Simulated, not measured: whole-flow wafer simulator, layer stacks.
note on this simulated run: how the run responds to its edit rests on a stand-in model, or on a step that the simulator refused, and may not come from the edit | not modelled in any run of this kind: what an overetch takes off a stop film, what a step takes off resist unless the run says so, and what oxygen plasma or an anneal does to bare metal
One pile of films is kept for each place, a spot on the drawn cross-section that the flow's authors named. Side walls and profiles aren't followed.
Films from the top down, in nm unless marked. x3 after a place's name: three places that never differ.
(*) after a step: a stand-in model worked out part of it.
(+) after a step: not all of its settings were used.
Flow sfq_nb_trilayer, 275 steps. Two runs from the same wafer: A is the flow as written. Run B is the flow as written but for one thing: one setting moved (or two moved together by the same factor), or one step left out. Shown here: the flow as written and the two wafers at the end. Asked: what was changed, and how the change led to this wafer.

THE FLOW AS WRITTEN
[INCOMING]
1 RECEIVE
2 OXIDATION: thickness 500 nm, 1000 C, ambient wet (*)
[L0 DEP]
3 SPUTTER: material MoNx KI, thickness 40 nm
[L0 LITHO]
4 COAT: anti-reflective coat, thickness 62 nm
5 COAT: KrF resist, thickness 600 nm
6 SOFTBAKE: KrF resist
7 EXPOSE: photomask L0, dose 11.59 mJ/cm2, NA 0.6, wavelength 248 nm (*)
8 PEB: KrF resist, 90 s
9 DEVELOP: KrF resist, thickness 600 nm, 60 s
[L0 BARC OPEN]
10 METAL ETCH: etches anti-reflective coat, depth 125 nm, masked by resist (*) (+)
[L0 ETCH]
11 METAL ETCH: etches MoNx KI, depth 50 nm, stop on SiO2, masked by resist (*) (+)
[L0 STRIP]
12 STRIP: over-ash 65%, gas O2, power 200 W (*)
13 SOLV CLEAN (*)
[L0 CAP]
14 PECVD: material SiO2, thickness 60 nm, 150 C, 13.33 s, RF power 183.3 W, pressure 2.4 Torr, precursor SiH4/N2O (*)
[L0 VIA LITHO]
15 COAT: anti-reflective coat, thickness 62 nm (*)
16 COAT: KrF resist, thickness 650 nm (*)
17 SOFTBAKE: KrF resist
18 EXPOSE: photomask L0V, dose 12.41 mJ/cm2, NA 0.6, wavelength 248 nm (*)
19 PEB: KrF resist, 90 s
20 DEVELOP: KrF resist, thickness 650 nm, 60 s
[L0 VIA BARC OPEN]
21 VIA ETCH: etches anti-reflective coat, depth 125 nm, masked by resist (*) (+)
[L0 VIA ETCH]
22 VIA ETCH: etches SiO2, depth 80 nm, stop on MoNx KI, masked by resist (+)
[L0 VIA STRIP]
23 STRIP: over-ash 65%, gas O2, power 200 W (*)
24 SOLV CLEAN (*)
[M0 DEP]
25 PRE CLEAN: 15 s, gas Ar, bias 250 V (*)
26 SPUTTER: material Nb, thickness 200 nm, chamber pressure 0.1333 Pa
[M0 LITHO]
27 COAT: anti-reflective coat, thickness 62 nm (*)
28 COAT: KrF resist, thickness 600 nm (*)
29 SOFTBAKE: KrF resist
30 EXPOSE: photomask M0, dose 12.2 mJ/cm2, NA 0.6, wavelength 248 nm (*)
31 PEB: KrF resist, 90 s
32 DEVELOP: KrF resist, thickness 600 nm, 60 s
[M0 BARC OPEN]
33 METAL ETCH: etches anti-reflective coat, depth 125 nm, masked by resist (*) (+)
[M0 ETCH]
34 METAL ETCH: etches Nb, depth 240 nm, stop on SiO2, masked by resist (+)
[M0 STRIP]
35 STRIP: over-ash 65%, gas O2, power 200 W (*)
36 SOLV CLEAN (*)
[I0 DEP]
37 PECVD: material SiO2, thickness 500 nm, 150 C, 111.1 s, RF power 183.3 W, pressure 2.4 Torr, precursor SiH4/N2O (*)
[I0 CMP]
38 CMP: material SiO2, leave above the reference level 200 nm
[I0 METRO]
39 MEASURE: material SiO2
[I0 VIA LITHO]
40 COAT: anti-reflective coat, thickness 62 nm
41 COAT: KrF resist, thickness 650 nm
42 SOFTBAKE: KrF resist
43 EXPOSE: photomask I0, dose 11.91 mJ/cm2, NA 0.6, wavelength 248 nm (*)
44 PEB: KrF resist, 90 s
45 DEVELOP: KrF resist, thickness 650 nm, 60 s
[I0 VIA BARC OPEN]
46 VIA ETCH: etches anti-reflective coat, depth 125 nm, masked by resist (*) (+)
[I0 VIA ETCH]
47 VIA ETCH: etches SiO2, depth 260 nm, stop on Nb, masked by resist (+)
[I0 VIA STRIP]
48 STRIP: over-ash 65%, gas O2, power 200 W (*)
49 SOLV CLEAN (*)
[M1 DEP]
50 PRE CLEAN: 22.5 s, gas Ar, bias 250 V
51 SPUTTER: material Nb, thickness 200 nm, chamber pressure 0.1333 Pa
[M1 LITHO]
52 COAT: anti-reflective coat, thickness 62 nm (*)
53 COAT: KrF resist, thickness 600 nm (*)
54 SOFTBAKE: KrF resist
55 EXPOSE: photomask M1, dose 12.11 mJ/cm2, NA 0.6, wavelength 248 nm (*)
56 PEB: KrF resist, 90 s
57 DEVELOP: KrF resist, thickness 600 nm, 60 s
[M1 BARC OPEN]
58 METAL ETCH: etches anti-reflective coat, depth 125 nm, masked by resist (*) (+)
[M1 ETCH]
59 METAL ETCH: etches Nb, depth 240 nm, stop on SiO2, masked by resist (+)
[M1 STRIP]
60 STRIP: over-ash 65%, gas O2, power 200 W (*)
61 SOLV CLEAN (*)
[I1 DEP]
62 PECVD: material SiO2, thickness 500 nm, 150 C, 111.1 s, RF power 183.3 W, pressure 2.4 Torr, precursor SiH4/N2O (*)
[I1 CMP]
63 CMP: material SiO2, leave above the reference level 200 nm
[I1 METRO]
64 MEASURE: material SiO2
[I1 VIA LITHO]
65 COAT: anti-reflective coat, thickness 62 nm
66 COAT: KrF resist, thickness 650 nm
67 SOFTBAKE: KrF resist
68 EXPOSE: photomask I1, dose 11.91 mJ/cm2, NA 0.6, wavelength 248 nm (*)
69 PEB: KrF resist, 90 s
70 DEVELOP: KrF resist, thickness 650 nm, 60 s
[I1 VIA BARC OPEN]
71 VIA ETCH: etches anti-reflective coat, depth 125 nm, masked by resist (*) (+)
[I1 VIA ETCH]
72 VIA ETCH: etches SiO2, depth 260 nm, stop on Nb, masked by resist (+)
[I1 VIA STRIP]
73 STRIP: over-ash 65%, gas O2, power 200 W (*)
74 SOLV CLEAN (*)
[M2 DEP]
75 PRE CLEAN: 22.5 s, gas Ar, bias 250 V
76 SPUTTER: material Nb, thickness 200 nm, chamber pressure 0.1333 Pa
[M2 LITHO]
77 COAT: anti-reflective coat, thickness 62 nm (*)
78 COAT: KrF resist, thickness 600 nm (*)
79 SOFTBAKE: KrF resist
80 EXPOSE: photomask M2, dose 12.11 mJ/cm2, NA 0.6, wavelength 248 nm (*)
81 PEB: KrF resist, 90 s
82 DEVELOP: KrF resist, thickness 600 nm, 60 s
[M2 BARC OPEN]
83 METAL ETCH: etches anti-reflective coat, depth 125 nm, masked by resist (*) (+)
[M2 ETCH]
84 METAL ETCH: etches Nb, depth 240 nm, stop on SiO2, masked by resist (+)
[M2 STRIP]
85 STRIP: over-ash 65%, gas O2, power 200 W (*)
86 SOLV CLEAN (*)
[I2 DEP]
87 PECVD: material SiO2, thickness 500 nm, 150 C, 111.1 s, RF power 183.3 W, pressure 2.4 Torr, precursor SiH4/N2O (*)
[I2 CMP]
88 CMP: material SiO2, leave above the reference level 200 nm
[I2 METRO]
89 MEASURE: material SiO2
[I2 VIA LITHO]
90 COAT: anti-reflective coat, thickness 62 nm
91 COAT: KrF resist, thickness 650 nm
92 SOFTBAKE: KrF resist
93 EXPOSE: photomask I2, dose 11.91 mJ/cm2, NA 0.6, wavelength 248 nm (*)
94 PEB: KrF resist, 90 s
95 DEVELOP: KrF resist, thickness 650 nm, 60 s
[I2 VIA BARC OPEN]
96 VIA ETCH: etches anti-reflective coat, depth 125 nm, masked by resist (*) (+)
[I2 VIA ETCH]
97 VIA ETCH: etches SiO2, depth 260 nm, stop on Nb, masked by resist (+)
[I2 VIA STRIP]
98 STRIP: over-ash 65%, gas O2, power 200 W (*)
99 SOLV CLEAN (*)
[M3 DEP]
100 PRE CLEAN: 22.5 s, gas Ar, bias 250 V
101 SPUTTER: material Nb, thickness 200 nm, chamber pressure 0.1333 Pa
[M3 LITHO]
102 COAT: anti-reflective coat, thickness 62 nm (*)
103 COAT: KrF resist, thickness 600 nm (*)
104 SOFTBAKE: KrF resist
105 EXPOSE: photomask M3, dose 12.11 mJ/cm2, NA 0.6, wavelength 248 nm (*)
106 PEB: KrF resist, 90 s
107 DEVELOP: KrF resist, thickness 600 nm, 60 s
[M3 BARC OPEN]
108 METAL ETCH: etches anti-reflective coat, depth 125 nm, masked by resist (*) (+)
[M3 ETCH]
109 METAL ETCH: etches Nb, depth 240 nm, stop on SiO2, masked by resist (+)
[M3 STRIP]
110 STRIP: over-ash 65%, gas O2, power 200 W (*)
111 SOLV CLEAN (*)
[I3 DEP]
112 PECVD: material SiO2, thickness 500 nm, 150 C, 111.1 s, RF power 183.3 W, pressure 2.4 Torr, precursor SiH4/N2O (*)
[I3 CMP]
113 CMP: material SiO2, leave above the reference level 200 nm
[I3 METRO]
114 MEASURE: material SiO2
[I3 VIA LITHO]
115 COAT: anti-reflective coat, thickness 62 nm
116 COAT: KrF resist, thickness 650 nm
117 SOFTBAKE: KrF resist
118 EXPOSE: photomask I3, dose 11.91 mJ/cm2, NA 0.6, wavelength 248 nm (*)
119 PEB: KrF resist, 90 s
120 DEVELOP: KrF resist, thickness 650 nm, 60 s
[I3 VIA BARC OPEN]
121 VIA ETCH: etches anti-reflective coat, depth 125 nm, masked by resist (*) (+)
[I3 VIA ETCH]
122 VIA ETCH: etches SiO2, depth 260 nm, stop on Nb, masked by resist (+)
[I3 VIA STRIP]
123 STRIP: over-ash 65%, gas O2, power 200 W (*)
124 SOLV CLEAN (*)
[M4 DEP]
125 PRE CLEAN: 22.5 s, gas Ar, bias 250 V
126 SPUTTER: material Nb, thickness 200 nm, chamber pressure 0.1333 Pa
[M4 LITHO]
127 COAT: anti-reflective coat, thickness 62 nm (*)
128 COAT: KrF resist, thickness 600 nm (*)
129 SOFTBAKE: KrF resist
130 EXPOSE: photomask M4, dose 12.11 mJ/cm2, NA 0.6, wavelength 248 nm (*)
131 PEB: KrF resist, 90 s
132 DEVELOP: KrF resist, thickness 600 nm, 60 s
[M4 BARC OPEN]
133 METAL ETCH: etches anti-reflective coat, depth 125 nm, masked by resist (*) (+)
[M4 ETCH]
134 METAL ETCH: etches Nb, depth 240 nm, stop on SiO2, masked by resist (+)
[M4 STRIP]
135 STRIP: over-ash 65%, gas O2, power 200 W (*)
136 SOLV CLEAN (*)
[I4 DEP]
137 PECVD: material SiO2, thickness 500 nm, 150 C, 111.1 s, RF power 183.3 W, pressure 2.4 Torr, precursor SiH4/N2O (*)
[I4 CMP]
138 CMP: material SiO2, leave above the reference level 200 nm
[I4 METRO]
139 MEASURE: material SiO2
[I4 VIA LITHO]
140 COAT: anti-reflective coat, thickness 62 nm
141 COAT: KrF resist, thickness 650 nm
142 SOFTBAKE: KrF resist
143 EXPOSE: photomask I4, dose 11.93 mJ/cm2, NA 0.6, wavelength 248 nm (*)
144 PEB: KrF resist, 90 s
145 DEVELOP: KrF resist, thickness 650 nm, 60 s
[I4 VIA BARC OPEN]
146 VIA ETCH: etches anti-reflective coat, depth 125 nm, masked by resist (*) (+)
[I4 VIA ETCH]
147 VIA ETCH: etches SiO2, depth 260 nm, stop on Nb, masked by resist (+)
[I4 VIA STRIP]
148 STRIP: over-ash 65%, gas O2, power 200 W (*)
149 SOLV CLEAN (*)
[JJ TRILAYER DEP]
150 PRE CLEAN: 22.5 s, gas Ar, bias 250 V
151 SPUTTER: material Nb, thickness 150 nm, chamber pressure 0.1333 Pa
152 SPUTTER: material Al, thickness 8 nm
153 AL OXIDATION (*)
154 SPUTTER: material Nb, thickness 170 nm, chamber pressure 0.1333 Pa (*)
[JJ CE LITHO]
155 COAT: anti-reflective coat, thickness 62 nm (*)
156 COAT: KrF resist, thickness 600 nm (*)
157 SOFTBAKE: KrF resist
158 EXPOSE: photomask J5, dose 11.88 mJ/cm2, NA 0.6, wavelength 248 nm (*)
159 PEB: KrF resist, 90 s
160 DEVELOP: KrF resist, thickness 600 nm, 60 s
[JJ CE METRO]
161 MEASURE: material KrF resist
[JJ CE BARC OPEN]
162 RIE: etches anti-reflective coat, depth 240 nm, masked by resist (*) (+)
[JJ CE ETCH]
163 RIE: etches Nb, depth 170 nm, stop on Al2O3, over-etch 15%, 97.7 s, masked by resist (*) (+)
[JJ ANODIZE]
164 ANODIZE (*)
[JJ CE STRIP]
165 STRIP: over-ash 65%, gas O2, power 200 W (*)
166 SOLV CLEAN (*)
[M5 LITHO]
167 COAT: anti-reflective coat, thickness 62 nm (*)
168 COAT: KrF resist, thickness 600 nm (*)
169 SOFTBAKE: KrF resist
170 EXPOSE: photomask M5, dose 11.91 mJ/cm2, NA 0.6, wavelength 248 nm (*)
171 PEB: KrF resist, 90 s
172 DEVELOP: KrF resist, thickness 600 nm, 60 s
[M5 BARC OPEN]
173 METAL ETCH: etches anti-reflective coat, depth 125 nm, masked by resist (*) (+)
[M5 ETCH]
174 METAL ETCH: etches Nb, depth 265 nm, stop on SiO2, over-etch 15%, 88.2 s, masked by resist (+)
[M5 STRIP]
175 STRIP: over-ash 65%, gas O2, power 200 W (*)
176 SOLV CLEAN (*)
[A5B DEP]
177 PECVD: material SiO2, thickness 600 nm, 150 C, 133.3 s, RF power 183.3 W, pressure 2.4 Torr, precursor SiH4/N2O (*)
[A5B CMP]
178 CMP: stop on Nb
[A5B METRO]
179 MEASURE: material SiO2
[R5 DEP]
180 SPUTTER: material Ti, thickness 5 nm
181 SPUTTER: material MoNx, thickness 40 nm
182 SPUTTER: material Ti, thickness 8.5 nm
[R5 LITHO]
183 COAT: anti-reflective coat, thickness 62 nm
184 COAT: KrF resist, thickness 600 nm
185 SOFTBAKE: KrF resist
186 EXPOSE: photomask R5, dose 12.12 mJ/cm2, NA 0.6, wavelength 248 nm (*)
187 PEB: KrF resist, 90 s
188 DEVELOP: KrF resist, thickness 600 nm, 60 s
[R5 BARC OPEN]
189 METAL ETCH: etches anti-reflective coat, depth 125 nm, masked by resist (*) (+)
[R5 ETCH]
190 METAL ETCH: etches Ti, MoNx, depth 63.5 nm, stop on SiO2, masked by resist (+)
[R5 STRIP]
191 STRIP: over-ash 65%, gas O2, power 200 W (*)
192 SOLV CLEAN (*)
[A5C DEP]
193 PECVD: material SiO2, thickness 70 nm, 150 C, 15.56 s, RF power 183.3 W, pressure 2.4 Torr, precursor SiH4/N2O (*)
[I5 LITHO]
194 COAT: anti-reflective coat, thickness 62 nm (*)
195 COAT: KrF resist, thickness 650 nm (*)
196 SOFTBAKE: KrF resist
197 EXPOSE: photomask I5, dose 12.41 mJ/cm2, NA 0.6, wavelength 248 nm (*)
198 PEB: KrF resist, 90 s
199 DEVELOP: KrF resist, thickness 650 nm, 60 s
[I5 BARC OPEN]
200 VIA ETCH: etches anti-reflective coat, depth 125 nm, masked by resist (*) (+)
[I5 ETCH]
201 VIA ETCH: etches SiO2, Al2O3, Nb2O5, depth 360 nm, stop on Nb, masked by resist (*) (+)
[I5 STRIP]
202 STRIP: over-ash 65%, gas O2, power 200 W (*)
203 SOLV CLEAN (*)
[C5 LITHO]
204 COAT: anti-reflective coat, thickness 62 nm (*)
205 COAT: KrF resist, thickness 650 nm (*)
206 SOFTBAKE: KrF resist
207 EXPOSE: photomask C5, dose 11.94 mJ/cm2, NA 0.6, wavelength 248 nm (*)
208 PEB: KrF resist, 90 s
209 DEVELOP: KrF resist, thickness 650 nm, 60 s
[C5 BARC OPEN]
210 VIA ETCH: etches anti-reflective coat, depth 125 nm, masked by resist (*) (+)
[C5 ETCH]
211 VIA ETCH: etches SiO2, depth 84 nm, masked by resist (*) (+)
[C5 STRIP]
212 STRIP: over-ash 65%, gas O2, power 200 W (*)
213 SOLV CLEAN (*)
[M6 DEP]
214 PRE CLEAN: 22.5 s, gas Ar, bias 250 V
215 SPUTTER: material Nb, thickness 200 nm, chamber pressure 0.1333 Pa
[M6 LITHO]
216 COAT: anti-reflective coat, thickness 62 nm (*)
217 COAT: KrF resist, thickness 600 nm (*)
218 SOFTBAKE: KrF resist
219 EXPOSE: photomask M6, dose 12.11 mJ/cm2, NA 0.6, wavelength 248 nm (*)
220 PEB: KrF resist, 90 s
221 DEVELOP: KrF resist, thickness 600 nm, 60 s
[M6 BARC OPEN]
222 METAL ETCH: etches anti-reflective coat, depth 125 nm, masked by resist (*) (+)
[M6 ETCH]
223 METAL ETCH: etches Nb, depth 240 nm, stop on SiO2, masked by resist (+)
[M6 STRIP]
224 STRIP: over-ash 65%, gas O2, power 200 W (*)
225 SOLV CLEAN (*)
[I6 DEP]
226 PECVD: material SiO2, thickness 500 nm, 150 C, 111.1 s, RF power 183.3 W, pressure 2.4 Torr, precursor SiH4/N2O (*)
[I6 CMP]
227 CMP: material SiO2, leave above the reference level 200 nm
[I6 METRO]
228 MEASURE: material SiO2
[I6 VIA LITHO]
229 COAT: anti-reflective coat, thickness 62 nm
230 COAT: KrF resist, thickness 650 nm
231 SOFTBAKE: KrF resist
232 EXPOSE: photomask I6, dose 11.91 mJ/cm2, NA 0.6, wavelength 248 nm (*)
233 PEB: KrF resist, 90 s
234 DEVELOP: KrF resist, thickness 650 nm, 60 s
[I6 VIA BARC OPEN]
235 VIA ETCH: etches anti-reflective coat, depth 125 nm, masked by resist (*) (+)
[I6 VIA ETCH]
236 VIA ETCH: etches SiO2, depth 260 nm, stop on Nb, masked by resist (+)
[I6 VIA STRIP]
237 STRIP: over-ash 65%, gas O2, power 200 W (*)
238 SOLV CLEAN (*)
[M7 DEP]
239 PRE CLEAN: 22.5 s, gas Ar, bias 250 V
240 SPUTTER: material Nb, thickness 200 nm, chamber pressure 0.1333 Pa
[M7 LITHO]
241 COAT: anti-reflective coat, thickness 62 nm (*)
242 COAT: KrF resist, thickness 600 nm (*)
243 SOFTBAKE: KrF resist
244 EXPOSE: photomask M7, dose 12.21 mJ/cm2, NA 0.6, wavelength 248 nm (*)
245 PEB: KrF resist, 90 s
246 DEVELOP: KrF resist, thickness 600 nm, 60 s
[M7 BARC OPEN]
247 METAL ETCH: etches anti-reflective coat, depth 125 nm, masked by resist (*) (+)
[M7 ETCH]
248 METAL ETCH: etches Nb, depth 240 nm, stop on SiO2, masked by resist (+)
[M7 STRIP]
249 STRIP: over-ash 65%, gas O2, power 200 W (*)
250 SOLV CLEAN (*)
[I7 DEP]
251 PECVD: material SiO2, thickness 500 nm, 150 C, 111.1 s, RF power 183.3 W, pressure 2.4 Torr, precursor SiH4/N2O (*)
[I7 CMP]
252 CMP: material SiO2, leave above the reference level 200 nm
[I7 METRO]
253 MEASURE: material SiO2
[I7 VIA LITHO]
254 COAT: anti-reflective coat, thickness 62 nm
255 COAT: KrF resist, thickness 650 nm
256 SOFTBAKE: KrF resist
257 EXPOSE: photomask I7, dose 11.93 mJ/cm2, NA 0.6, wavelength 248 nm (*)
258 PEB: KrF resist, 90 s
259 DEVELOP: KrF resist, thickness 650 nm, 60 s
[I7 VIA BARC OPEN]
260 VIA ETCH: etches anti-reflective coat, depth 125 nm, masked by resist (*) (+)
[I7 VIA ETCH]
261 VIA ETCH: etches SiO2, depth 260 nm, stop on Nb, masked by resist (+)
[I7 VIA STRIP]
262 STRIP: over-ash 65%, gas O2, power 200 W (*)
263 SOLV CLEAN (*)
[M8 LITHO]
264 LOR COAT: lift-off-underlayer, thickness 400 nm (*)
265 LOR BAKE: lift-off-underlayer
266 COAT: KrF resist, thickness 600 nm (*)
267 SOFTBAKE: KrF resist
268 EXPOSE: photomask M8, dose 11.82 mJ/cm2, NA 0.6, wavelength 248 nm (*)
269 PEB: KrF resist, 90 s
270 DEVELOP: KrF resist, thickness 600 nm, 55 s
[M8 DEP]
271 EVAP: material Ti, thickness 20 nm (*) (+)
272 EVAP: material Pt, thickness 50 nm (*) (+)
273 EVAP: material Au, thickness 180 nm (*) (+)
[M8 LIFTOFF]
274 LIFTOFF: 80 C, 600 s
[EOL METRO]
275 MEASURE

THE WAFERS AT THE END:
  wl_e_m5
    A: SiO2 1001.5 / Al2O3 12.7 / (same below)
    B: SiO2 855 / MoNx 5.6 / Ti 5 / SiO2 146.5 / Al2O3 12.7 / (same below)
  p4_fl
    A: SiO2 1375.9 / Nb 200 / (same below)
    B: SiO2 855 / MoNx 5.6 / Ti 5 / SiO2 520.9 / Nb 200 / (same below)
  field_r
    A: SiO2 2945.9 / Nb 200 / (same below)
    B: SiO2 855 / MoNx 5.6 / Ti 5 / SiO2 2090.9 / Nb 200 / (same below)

The cause: step 190, METAL ETCH: depth 42.9 nm was run, where the flow has depth 63.5 nm.

How the change led to this, step by step:
  190 METAL ETCH: etches Ti, MoNx, depth 63.5 nm, stop on SiO2, masked by resist (+)
      field_l, v_sur, via_wl and 92 more: A Ti -8.5 (all of it), MoNx -40 (all of it), Ti -5 (all of it) | B Ti -8.5 (all of it), MoNx -34.4
      ce_l, c5j, ce_r, wl_jj: A Ti -8.5 (all of it), MoNx -40 (all of it), Ti -5 (all of it), Nb -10 | B Ti -8.5 (all of it), MoNx -34.4
      (and at 7 more places)
  193 PECVD: material SiO2, thickness 70 nm, 150 C, 15.56 s, RF power 183.3 W, pressure 2.4 Torr, precursor SiH4/N2O (*)
      field_l, v_sur, via_wl and 92 more: A SiO2 +70 | B SiO2 +70 (new film)
  194 COAT: anti-reflective coat, thickness 62 nm (*)
      wl_j_sl, wl_j_sr: A anti-reflective coat +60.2 (new film) | B anti-reflective coat +62 (new film)
      r5r_spacepad_l, r5r_spacepad_r: A anti-reflective coat +84.4 (new film) | B anti-reflective coat +79.8 (new film)
      (and at 11 more places)
  201 VIA ETCH: etches SiO2, Al2O3, Nb2O5, depth 360 nm, stop on Nb, masked by resist (*) (+)
      be: A SiO2 -216.4 (all of it), Al2O3 -12.7 (all of it), Nb2O5 -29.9 (all of it) | B SiO2 -69.8 (all of it), MoNx -5.6 (all of it), Ti -5 (all of it), SiO2 -146.5 (all of it), Al2O3 -12.7 (all of it), Nb2O5 -29.9 (all of it)
  202 STRIP: over-ash 65%, gas O2, power 200 W (*)
      wl_j_sl, wl_j_sr: A KrF resist -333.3 (all of it), anti-reflective coat -60.2 (all of it) | B KrF resist -333.2 (all of it), anti-reflective coat -62 (all of it)
      r5r_spacepad_l, r5r_spacepad_r: A KrF resist -335.6 (all of it), anti-reflective coat -84.4 (all of it) | B KrF resist -335.2 (all of it), anti-reflective coat -79.8 (all of it)
      (and at 11 more places)
  204 COAT: anti-reflective coat, thickness 62 nm (*)
      wl_j_sl, wl_j_sr: A anti-reflective coat +60.2 (new film) | B anti-reflective coat +62 (new film)
      r5r_spacepad_l, r5r_spacepad_r: A anti-reflective coat +84.4 (new film) | B anti-reflective coat +79.8 (new film)
      (and at 11 more places)
  210 VIA ETCH: etches anti-reflective coat, depth 125 nm, masked by resist (*) (+)
      c5j: A anti-reflective coat -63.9 (all of it), SiO2 -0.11 | B anti-reflective coat -61.3 (all of it), SiO2 -0.13
  211 VIA ETCH: etches SiO2, depth 84 nm, masked by resist (*) (+)
      c5j: A SiO2 -69.9 (all of it), Nb -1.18 | B SiO2 -69.9 (all of it)
  212 STRIP: over-ash 65%, gas O2, power 200 W (*)
      wl_j_sl, wl_j_sr: A KrF resist -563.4 (all of it), anti-reflective coat -60.2 (all of it) | B KrF resist -562.5 (all of it), anti-reflective coat -62 (all of it)
      r5r_spacepad_l, r5r_spacepad_r: A KrF resist -565.8 (all of it), anti-reflective coat -84.4 (all of it) | B KrF resist -564.5 (all of it), anti-reflective coat -79.8 (all of it)
      (and at 10 more places)
  214 PRE CLEAN: 22.5 s, gas Ar, bias 250 V
      c5j: A Nb -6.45 | B MoNx -5.6 (all of it), Ti -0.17
  215 SPUTTER: material Nb, thickness 200 nm, chamber pressure 0.1333 Pa
      c5j: A Nb +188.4 | B Nb +189.1 (new film)
  216 COAT: anti-reflective coat, thickness 62 nm (*)
      r5r_line_l, r5r_line_c, r5r_line_r: A anti-reflective coat +50 (new film) | B anti-reflective coat +51.8 (new film)
      wl_j_sl, wl_j_sr: A anti-reflective coat +60.2 (new film) | B anti-reflective coat +62 (new film)
      (and at 10 more places)
  222 METAL ETCH: etches anti-reflective coat, depth 125 nm, masked by resist (*) (+)
      r5r_line_l, r5r_line_c, r5r_line_r: A anti-reflective coat -50 (all of it) | B anti-reflective coat -51.8 (all of it)
      r5r_spacepad_l, r5r_spacepad_r: A anti-reflective coat -85.7 (all of it) | B anti-reflective coat -80.6 (all of it)
      (and at 1 more place)
  224 STRIP: over-ash 65%, gas O2, power 200 W (*)
      wl_j_sl, wl_j_sr: A KrF resist -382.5 (all of it), anti-reflective coat -60.2 (all of it) | B KrF resist -382.4 (all of it), anti-reflective coat -62 (all of it)
      jj_sur: A KrF resist -378.5 (all of it), anti-reflective coat -56.1 (all of it) | B KrF resist -377 (all of it), anti-reflective coat -58.4 (all of it)
      (and at 6 more places)
  226 PECVD: material SiO2, thickness 500 nm, 150 C, 111.1 s, RF power 183.3 W, pressure 2.4 Torr, precursor SiH4/N2O (*)
      r5r_spacepad_l, r5r_spacepad_r: A SiO2 +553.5 | B SiO2 +540.4
  227 CMP: material SiO2, leave above the reference level 200 nm
      ce_l, ce_r, wl_jj: A SiO2 -290 | B SiO2 -300
      be_r, r_sur, r_end: A SiO2 -353.5 | B SiO2 -342.9
      (and at 7 more places)
Counting metal films that touch as one body, wl_e_m5 has 7 bodies (between them, from the top down: SiO2 146.5 / Al2O3 12.7 / Nb2O5 29.9; SiO2 192.5; SiO2 192.5; SiO2 192.5; SiO2 192.5; SiO2 192.5); the flow as written gives 6 bodies (between them, from the top down: SiO2 192.5; SiO2 192.5; SiO2 192.5; SiO2 192.5; SiO2 192.5).
Counting metal films that touch as one body, p4_fl has 3 bodies (between them, from the top down: SiO2 520.9; SiO2 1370); the flow as written gives 2 bodies (between them, from the top down: SiO2 1370).
Counting metal films that touch as one body, field_r has 2 bodies (between them, from the top down: SiO2 2090.9); the flow as written gives 1 body.
